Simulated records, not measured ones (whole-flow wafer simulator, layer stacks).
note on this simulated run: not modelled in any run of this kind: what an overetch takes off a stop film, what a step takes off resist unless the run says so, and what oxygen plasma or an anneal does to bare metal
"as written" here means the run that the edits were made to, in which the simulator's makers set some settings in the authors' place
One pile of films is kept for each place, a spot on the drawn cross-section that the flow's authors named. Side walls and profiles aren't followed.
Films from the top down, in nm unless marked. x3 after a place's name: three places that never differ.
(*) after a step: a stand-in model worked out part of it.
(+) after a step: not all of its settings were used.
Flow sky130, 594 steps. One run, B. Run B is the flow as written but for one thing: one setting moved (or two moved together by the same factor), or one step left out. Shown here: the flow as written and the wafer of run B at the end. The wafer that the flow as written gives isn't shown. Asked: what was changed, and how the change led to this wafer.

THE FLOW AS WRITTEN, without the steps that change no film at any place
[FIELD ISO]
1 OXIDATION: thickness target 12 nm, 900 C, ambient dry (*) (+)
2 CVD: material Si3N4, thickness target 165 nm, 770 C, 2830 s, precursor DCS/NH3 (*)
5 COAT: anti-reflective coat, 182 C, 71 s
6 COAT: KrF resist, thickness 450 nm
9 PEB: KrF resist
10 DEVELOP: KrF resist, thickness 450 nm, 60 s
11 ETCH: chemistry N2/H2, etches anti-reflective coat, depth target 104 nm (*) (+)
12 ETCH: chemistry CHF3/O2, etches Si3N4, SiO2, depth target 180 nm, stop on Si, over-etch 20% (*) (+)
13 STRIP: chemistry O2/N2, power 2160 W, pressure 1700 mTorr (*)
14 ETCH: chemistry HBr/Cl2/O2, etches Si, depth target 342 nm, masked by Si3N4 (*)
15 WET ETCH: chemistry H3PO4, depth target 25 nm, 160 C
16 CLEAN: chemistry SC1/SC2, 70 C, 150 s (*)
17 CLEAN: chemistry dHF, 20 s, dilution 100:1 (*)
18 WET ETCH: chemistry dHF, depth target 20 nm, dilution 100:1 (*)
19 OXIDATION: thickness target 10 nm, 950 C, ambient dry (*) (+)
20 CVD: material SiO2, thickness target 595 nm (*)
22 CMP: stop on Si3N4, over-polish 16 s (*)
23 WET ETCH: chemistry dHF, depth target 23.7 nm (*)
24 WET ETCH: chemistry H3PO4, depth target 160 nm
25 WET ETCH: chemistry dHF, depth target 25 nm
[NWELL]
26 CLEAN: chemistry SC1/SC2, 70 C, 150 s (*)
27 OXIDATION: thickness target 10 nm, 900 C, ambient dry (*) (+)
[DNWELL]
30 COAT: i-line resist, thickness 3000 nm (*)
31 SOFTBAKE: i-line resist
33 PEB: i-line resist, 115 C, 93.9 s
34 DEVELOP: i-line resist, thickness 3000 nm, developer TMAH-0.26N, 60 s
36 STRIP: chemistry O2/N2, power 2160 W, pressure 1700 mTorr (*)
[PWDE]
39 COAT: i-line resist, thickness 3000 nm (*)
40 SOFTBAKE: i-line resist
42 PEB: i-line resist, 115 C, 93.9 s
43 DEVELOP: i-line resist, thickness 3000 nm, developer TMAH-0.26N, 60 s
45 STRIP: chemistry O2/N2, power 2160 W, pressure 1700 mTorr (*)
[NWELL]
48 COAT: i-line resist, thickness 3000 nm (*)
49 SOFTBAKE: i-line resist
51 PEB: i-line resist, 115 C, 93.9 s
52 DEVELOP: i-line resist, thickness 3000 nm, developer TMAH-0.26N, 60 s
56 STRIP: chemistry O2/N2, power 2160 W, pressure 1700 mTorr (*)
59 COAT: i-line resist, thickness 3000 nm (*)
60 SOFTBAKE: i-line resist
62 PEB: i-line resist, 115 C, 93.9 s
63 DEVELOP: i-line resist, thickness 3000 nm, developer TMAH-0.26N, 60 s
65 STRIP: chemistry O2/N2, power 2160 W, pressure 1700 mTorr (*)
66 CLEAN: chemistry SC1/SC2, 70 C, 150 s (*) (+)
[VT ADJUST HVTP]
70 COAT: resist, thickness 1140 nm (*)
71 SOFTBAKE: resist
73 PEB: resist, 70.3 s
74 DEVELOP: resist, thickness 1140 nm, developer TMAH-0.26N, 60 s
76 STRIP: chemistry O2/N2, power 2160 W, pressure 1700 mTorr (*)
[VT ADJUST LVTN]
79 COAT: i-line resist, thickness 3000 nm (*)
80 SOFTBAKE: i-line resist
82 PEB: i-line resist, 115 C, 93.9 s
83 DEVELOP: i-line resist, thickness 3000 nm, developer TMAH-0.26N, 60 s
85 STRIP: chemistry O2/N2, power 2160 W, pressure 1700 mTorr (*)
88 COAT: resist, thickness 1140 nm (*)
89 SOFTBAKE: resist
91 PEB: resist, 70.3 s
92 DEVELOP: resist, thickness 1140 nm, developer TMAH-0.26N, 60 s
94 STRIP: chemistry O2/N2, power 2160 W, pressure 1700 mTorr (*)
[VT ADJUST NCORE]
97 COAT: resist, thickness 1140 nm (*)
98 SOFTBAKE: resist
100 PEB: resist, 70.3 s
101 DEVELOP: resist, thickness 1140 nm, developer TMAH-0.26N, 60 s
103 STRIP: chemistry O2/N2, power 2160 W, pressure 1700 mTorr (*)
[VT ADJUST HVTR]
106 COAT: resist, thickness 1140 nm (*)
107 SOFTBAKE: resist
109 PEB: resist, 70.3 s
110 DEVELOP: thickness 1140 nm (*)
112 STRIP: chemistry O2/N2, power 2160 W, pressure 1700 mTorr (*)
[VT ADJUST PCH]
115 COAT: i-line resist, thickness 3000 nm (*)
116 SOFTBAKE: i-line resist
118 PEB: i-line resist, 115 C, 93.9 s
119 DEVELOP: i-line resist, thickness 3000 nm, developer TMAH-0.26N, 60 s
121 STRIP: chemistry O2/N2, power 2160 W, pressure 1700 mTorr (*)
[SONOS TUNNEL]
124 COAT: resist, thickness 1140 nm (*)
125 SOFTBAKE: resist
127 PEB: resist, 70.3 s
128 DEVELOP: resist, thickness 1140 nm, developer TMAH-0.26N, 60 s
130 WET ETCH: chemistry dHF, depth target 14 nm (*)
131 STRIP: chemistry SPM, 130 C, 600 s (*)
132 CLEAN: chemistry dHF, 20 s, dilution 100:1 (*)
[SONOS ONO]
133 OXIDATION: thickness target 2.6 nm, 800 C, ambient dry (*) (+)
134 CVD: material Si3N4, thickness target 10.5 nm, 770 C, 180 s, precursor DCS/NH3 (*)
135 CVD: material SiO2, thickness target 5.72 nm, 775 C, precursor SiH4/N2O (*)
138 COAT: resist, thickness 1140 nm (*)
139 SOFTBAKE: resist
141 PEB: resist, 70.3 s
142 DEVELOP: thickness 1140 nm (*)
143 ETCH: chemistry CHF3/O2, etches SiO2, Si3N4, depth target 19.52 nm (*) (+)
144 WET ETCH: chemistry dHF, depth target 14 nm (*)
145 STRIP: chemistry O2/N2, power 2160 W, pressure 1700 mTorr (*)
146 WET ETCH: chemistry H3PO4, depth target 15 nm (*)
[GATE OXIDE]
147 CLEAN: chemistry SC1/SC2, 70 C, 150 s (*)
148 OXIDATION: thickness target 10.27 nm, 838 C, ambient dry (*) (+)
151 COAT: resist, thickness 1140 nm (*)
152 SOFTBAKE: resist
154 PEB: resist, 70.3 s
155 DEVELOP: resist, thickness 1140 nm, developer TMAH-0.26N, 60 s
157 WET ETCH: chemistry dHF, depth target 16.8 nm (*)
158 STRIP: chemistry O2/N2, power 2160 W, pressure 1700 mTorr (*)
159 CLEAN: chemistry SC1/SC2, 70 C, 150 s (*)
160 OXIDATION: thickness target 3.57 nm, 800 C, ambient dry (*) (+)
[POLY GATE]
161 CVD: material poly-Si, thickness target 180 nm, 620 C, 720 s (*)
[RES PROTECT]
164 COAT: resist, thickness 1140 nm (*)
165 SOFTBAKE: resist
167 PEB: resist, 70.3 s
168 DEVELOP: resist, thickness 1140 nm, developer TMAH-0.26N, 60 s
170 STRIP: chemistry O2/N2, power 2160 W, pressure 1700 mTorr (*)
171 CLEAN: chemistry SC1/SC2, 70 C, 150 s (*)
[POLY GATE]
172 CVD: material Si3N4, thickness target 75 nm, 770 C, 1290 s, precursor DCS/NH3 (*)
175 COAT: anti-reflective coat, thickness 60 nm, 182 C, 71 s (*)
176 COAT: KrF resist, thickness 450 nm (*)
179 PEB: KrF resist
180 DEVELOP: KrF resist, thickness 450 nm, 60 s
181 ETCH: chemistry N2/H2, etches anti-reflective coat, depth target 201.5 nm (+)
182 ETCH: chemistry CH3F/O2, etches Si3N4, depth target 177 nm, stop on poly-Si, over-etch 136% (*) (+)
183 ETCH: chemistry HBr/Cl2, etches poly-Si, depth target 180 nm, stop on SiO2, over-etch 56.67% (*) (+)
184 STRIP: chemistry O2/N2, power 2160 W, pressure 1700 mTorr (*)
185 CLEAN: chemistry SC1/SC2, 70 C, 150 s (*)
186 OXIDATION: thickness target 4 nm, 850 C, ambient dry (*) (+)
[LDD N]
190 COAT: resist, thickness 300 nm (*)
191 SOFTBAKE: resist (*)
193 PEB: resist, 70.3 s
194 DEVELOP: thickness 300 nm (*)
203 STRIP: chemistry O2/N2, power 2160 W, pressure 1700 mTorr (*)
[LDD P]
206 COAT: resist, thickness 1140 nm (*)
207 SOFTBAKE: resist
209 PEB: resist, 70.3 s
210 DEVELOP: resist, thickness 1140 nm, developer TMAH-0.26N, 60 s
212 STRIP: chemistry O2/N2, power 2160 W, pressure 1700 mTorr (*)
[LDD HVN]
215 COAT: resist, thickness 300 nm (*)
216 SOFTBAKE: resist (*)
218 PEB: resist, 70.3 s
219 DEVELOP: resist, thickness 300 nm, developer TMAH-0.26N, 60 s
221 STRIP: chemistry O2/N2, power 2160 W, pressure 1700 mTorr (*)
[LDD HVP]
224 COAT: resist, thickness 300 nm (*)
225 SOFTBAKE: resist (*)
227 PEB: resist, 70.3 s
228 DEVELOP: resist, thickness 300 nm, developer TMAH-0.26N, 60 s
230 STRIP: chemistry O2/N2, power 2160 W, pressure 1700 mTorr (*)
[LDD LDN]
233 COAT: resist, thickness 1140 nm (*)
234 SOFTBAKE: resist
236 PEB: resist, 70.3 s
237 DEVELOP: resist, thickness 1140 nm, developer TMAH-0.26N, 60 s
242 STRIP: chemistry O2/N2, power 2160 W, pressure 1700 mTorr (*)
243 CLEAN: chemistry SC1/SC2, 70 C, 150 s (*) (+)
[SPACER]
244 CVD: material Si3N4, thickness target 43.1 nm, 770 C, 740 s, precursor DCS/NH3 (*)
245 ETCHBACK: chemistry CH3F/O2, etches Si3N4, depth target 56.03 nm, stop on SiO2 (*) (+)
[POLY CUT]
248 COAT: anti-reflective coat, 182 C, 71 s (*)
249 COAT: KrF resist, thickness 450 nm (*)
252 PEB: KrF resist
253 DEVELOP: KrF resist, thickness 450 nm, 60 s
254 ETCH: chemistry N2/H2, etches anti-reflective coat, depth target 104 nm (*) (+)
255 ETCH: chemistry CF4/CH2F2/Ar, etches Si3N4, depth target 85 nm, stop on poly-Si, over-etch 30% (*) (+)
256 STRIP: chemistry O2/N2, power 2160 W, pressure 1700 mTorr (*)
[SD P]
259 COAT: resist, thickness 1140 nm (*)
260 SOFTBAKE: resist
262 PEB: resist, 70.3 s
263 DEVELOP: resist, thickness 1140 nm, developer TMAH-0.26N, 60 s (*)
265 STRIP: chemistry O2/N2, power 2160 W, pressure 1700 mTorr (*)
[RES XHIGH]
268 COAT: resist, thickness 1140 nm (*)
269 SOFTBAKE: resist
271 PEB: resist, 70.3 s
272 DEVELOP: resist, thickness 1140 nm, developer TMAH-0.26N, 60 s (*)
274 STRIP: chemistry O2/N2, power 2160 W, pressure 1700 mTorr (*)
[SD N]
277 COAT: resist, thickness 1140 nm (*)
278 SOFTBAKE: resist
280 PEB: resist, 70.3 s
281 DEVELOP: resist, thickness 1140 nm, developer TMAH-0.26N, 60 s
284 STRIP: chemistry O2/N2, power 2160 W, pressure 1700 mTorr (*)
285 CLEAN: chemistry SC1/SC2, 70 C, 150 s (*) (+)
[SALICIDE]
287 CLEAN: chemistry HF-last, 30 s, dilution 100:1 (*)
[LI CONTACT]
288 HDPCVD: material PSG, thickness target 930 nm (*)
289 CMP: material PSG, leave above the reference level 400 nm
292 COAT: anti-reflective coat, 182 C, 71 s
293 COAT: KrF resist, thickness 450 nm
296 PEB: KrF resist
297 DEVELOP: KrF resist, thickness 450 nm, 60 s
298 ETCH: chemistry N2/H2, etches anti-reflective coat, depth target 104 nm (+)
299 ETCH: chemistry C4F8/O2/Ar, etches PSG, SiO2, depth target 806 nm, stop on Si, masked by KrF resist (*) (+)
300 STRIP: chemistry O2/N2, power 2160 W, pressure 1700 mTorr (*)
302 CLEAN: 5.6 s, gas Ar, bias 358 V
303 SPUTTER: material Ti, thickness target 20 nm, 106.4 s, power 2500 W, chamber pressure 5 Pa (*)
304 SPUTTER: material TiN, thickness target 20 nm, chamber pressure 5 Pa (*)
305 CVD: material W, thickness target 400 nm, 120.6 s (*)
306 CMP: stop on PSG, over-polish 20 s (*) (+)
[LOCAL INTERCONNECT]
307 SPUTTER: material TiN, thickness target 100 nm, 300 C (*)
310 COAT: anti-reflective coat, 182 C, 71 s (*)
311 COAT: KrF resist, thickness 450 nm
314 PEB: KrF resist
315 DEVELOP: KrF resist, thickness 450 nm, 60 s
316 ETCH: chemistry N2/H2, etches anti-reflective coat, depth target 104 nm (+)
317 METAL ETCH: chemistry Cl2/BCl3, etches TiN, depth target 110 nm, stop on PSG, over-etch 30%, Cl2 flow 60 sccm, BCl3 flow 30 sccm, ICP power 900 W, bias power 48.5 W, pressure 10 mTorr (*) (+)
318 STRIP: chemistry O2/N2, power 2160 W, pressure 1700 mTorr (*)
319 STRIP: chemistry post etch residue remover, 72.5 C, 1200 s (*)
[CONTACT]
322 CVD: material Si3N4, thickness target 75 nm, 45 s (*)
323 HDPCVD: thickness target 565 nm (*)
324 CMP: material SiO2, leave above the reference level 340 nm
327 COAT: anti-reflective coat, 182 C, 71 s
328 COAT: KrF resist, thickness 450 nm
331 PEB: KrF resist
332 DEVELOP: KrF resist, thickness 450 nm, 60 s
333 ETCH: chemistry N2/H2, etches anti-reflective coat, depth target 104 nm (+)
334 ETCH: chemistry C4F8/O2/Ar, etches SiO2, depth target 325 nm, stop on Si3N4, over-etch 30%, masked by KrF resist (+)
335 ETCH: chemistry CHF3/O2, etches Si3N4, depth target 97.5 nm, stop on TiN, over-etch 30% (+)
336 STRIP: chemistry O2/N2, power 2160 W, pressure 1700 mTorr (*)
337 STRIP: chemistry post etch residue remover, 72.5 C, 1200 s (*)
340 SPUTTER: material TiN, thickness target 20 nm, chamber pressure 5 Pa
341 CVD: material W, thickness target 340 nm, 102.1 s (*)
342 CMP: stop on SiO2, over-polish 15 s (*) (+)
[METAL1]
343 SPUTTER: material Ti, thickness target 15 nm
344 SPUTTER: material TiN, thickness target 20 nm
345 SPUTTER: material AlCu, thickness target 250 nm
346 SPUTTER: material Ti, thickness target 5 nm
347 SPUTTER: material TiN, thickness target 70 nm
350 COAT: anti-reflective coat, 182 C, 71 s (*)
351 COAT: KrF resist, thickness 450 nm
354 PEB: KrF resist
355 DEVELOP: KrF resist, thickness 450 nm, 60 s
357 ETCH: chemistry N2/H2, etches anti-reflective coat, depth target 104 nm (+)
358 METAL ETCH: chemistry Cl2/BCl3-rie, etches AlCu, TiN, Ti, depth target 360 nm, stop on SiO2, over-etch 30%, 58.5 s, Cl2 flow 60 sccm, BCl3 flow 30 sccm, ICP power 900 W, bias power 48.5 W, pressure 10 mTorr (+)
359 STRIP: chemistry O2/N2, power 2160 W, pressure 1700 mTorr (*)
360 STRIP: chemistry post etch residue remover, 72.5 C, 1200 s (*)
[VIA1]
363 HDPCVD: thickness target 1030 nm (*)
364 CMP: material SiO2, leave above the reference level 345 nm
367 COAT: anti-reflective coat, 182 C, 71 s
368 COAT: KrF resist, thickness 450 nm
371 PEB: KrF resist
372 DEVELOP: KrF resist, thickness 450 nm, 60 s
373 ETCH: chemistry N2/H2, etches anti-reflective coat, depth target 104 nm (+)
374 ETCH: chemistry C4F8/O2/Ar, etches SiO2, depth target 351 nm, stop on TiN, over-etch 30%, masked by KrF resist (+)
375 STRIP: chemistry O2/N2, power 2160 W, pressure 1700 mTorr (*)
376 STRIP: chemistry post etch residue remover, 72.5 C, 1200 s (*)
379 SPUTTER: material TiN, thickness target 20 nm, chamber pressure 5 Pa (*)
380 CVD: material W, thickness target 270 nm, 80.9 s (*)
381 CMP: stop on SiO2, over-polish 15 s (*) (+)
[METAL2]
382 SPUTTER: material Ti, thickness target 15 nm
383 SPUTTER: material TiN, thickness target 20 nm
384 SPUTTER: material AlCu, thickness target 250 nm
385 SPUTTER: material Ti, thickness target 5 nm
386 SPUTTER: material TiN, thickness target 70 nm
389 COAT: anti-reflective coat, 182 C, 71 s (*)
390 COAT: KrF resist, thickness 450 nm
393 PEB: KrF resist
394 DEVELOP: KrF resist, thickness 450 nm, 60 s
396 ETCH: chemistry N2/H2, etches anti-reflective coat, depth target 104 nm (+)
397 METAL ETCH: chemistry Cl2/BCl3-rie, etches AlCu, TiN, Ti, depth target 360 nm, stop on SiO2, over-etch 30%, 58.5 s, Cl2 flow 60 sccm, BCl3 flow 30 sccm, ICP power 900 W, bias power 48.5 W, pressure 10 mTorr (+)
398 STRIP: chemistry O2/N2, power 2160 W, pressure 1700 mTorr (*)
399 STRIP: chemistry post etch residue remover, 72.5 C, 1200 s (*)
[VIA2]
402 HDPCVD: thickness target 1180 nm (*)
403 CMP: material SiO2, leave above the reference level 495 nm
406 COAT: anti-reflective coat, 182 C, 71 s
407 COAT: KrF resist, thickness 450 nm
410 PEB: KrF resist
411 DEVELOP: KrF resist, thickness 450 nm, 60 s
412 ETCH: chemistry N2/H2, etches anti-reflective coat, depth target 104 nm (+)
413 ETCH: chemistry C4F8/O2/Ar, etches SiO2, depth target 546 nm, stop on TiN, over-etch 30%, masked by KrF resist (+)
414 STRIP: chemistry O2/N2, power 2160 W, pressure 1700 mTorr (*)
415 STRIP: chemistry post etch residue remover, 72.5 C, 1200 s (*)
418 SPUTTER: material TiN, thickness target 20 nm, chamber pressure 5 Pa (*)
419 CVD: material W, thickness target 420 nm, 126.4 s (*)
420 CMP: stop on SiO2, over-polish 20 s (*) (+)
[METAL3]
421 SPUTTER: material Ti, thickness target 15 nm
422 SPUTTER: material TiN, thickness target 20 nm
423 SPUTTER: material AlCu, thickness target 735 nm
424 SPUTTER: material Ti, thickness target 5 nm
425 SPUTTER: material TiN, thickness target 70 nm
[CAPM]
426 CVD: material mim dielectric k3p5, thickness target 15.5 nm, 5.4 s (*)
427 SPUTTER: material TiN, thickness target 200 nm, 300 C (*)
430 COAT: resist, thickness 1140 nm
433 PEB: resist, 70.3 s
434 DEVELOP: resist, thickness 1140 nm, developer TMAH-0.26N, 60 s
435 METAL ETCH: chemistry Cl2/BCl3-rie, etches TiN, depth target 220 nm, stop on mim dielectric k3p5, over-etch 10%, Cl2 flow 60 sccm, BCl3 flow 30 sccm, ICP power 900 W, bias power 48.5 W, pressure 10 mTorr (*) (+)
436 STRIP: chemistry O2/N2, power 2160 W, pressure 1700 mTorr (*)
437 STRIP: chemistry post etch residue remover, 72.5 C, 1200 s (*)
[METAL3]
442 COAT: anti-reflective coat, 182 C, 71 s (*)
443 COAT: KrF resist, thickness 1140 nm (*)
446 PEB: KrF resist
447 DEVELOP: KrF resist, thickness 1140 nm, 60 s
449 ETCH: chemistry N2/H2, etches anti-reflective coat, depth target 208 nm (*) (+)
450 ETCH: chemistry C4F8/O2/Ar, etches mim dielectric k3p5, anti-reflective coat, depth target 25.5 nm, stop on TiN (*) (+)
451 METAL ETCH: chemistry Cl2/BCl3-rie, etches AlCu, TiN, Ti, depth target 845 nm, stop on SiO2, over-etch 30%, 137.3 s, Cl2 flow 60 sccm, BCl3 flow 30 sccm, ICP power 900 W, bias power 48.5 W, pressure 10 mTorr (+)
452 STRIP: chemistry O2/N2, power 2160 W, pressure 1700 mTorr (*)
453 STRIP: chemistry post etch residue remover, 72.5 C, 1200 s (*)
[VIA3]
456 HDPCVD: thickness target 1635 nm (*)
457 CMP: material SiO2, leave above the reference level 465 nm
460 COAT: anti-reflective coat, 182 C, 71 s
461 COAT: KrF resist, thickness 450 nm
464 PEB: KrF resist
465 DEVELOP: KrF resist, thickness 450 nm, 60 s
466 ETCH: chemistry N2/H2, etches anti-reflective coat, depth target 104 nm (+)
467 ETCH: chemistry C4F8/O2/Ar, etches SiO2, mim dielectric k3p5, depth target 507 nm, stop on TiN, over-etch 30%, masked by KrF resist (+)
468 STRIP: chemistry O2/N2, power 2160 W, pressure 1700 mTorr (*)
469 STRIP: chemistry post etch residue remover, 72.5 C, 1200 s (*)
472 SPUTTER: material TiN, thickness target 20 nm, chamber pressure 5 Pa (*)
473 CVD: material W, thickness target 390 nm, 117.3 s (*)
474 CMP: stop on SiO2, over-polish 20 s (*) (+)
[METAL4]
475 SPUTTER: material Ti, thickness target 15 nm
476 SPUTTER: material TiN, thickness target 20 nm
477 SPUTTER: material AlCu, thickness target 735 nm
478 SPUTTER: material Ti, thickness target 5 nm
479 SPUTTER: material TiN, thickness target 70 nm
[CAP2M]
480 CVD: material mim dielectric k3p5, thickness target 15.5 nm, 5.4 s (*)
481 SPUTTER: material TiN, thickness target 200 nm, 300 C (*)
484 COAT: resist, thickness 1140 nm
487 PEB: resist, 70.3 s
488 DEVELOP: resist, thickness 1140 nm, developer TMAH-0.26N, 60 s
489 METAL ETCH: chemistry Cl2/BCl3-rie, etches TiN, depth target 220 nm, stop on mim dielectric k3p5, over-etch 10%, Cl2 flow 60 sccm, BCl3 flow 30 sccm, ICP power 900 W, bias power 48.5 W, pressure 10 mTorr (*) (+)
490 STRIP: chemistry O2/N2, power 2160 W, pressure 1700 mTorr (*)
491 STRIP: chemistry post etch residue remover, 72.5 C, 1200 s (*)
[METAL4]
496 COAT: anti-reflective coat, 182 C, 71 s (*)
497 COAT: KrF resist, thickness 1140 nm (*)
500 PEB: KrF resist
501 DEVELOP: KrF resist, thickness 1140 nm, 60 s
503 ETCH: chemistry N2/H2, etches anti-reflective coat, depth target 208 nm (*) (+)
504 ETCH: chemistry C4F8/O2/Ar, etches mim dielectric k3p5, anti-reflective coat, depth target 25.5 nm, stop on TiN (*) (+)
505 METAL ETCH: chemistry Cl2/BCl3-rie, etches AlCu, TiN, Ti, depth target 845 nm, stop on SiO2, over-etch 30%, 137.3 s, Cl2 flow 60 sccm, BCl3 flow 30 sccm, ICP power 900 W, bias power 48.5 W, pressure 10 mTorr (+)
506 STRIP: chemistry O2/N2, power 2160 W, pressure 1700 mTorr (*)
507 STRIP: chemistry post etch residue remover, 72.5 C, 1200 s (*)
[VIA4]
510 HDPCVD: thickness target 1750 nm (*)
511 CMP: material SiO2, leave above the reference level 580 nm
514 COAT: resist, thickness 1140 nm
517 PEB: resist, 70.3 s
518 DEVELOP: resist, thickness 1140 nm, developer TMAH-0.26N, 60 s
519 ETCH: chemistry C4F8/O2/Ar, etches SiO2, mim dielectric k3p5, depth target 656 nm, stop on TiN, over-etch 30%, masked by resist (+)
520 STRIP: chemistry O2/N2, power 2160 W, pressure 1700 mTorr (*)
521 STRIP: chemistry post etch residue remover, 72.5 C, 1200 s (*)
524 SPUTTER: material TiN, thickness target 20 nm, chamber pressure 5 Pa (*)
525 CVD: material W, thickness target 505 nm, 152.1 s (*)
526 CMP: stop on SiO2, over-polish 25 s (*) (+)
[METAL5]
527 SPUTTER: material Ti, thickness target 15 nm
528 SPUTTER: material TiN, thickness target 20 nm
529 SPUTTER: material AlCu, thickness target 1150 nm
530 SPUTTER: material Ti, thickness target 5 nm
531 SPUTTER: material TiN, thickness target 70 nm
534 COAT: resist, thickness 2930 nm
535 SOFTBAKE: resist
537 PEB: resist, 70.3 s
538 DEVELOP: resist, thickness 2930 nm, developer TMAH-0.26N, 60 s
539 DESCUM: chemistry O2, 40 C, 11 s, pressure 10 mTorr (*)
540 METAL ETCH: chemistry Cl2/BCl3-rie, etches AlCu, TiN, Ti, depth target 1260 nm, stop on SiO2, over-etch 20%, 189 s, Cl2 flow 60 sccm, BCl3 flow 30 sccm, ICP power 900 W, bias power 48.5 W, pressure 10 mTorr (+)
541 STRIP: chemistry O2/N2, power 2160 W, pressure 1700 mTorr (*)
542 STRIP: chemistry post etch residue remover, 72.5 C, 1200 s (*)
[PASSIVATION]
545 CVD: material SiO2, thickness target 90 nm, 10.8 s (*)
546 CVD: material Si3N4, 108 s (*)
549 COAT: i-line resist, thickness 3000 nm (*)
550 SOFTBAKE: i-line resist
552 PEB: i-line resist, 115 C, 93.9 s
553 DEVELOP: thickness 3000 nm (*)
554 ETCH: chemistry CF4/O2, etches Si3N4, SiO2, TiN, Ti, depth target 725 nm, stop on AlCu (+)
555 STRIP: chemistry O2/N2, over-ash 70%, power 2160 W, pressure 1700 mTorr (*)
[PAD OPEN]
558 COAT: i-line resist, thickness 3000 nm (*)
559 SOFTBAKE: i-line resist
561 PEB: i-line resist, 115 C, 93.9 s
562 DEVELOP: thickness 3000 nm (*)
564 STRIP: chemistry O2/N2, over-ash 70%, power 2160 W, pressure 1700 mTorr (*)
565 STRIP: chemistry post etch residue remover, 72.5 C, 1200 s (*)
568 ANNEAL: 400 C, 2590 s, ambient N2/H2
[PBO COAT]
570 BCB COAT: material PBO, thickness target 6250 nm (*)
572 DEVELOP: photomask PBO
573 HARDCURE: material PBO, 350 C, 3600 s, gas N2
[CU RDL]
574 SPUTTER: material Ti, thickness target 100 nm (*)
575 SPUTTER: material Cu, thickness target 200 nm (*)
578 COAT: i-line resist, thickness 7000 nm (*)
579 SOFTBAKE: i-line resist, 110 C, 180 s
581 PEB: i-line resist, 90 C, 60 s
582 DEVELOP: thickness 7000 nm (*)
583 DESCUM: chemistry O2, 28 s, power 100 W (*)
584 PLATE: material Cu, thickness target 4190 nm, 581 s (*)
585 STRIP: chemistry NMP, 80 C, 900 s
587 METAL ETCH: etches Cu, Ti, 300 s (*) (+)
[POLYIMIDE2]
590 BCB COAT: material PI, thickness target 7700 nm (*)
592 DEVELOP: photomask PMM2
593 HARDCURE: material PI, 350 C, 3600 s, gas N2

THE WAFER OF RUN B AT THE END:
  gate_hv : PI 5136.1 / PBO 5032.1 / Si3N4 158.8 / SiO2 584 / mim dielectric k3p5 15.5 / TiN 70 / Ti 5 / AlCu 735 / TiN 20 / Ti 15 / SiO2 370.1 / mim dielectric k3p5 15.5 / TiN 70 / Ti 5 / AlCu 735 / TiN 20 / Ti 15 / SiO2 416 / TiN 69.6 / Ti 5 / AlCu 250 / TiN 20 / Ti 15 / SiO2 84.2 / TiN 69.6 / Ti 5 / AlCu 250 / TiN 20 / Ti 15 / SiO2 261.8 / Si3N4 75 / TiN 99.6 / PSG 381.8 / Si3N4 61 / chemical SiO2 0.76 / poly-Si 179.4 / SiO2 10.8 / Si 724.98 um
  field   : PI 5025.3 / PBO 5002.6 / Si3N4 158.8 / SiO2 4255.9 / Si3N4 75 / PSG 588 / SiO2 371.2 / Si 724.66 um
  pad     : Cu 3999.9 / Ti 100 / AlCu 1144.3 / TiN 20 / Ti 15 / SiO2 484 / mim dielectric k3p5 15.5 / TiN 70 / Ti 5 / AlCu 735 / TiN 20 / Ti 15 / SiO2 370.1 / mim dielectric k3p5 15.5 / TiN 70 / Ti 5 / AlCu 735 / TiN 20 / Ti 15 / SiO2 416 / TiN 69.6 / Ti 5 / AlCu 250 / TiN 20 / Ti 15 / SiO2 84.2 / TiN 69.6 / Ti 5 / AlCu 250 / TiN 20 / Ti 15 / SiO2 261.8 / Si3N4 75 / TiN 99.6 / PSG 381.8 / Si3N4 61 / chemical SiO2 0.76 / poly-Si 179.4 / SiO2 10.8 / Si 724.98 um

The cause: step 364, CMP: leave above the reference level 162 nm was run, where the flow has leave above the reference level 345 nm.

How the change led to this, step by step:
  364 CMP: material SiO2, leave above the reference level 345 nm
      n_well, p_well, gate_hv and 100 more: SiO2 -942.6 (as written it would be: SiO2 -759.6)
      field, active, gate and 81 more: SiO2 -572.1 (as written it would be: SiO2 -389.1)
      (and at 4 more places)
  374 ETCH: chemistry C4F8/O2/Ar, etches SiO2, depth target 351 nm, stop on TiN, over-etch 30%, masked by KrF resist (+)
      field, active, n_well and 186 more: KrF resist -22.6 (as written it would be: KrF resist -70.1)
      m1, via1_hole: SiO2 -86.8 (all of it) (as written it would be: SiO2 -269.8 (all of it))
  375 STRIP: chemistry O2/N2, power 2160 W, pressure 1700 mTorr (*)
      field, active, n_well and 186 more: KrF resist -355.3 (all of it), anti-reflective coat -80 (all of it) (as written it would be: KrF resist -307.7 (all of it), anti-reflective coat -80 (all of it))
  379 SPUTTER: material TiN, thickness target 20 nm, chamber pressure 5 Pa (*)
      m1: TiN +15.5 (as written it would be: TiN +11)
      via1_hole: TiN +15.4 (as written it would be: TiN +10.9)
  380 CVD: material W, thickness target 270 nm, 80.9 s (*)
      m1, via1_hole: W +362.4 (new film) (as written it would be: W +549.9 (new film))
